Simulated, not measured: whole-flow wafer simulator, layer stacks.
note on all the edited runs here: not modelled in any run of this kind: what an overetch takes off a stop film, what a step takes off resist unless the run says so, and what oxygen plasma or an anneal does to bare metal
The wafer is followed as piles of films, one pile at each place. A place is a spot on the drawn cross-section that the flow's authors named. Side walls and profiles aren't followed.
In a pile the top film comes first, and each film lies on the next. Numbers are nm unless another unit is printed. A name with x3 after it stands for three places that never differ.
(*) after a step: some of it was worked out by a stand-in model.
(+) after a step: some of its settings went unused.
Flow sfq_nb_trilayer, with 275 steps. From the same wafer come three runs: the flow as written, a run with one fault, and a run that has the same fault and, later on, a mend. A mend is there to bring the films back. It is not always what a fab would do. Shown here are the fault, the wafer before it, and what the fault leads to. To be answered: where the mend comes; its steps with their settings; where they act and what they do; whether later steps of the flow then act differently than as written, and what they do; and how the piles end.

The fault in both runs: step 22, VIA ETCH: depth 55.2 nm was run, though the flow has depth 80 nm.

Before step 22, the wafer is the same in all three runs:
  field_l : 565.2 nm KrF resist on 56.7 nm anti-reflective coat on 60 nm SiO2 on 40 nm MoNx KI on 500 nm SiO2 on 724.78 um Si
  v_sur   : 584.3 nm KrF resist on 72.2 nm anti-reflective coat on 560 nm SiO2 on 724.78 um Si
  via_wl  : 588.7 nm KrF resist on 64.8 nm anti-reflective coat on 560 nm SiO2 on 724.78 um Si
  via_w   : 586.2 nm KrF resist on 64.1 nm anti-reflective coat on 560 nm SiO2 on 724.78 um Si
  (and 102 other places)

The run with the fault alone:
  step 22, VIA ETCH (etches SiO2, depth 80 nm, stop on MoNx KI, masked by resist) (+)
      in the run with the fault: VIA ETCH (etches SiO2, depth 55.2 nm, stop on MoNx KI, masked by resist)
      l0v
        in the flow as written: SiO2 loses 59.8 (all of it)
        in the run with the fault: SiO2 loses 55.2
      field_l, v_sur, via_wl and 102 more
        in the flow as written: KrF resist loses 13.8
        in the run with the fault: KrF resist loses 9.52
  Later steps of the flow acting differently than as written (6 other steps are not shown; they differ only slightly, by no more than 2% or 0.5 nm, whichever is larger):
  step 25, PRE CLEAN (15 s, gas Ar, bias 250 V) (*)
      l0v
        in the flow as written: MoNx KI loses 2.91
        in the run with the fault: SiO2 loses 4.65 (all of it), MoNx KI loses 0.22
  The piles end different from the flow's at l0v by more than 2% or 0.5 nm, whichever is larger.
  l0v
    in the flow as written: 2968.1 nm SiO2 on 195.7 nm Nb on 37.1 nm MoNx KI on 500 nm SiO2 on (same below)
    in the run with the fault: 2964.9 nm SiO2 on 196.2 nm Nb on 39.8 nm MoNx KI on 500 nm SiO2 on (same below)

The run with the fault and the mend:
  After step 23 comes the mend.
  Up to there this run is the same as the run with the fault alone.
  step 23a, COAT (anti-reflective coat, thickness 62 nm) (*) (the flow's step 15 again)
      p4_fl x3, p4_w1 x9, p4_g1 x2 and 59 more
        anti-reflective coat gains 62 (new film)
      gap, jj_sur, ce_l and 8 more
        anti-reflective coat gains 63.6 (new film)
      be, be_sur, field_r, lsp_l
        anti-reflective coat gains 63.7 (new film)
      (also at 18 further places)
  step 23b, COAT (KrF resist, thickness 650 nm) (*) (the flow's step 16 again)
      p4_fl x3, p4_w1 x9, p4_g1 x2 and 59 more
        KrF resist gains 650 (new film)
      c5j, ce_r, sp_r, be_r, r_sur, res
        KrF resist gains 656.7 (new film)
      be_sur, gap, moat
        KrF resist gains 656.9 (new film)
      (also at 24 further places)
  step 23c, SOFTBAKE (KrF resist) (the flow's step 17 again)
      does not change any film at any place that is followed
  step 23d, EXPOSE (photomask L0V, dose 12.41 mJ/cm2, NA 0.6, wavelength 248 nm) (*) (the flow's step 18 again)
      does not change any film at any place that is followed
  step 23e, PEB (KrF resist, 90 s) (the flow's step 19 again)
      p4_fl x3, p4_w1 x9, p4_g1 x2 and 59 more
        KrF resist loses 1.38
      via_v, wire, be and 17 more
        KrF resist loses 1.39
      v_sur, via_w, via_wr, via_sp, ln_m6
        KrF resist loses 1.4
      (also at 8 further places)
  step 23f, DEVELOP (KrF resist, thickness 650 nm, 60 s) (the flow's step 20 again)
      field_l, v_sur, via_wl and 102 more
        KrF resist loses 23.5
      l0v
        KrF resist loses 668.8 (all of it)
  step 23g, VIA ETCH (etches anti-reflective coat, depth 125 nm, masked by resist) (*) (+) (the flow's step 21 again)
      field_l, v_sur, via_wl and 102 more
        KrF resist loses 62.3
      l0v
        anti-reflective coat loses 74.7 (all of it), SiO2 loses 0.19
  step 23h, VIA ETCH (etches SiO2, depth 24.8 nm, stop on MoNx KI, masked by resist) (+) (the flow's step 22 again, with other settings)
      field_l, v_sur, via_wl and 102 more
        KrF resist loses 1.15
      l0v
        SiO2 loses 4.46 (all of it)
  step 23i, STRIP (over-ash 65%, gas O2, power 200 W) (*) (the flow's step 23 again)
      p4_fl x3, p4_w1 x9, p4_g1 x2 and 59 more
        KrF resist loses 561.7 (all of it), anti-reflective coat loses 62 (all of it)
      ce_l, c5j, ce_r, sp_r, be_r, r_sur, res
        KrF resist loses 568.4 (all of it), anti-reflective coat loses 63.6 (all of it)
      gap, jj_sur, r_end
        KrF resist loses 568.5 (all of it), anti-reflective coat loses 63.6 (all of it)
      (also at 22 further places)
  Later steps of the flow that are run all act as written at every place that is followed.
  The piles end the same as the flow's at every place that both follow.
